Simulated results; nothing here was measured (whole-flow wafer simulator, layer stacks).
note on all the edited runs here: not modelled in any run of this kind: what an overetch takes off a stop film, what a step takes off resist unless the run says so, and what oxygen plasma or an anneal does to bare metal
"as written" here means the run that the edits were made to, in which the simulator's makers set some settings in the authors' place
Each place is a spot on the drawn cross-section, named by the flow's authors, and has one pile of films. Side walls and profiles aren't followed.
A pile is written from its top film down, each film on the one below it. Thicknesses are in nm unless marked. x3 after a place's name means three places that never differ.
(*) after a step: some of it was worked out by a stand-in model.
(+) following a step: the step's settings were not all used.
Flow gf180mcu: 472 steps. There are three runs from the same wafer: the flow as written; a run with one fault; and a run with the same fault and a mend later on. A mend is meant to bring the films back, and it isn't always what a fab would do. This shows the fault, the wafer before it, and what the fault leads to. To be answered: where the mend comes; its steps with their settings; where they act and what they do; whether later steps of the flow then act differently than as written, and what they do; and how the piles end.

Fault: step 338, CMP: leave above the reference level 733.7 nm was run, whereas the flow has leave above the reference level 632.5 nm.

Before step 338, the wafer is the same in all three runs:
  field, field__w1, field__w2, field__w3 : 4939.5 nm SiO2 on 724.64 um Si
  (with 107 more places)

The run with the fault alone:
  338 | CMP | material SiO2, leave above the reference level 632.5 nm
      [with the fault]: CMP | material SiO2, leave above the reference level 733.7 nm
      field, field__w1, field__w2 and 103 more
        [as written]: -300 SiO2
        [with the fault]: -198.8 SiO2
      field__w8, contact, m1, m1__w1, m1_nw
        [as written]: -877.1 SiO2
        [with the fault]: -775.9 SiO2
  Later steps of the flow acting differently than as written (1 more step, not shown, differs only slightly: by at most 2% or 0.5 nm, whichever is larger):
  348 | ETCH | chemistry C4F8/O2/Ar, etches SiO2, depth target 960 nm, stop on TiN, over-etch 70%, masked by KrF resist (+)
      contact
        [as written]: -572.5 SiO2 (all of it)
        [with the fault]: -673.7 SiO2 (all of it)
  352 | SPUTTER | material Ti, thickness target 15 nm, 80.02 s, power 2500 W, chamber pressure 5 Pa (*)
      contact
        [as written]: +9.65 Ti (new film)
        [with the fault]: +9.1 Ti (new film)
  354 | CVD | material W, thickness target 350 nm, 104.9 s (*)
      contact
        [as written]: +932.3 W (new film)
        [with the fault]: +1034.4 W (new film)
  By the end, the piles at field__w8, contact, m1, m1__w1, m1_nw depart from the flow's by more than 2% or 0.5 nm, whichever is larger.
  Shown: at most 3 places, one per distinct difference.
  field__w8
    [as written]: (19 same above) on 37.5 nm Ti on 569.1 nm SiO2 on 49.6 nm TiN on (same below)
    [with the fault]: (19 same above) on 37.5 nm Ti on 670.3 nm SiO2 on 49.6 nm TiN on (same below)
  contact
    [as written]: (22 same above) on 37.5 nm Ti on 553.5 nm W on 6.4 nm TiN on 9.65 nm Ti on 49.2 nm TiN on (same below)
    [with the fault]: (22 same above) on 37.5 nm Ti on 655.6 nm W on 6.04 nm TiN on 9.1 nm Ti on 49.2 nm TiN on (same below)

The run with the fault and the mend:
  The mend stands after step 338.
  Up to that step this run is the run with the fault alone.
  338a | CMP | material SiO2, leave above the reference level 632.5 nm (a further turn of the flow's step 338)
      field, field__w1, field__w2 and 108 more
        -101.2 SiO2
  None of the later steps of the flow acts differently than as written at any place that is followed.
  At every place that both follow, the piles at the end match the flow's.
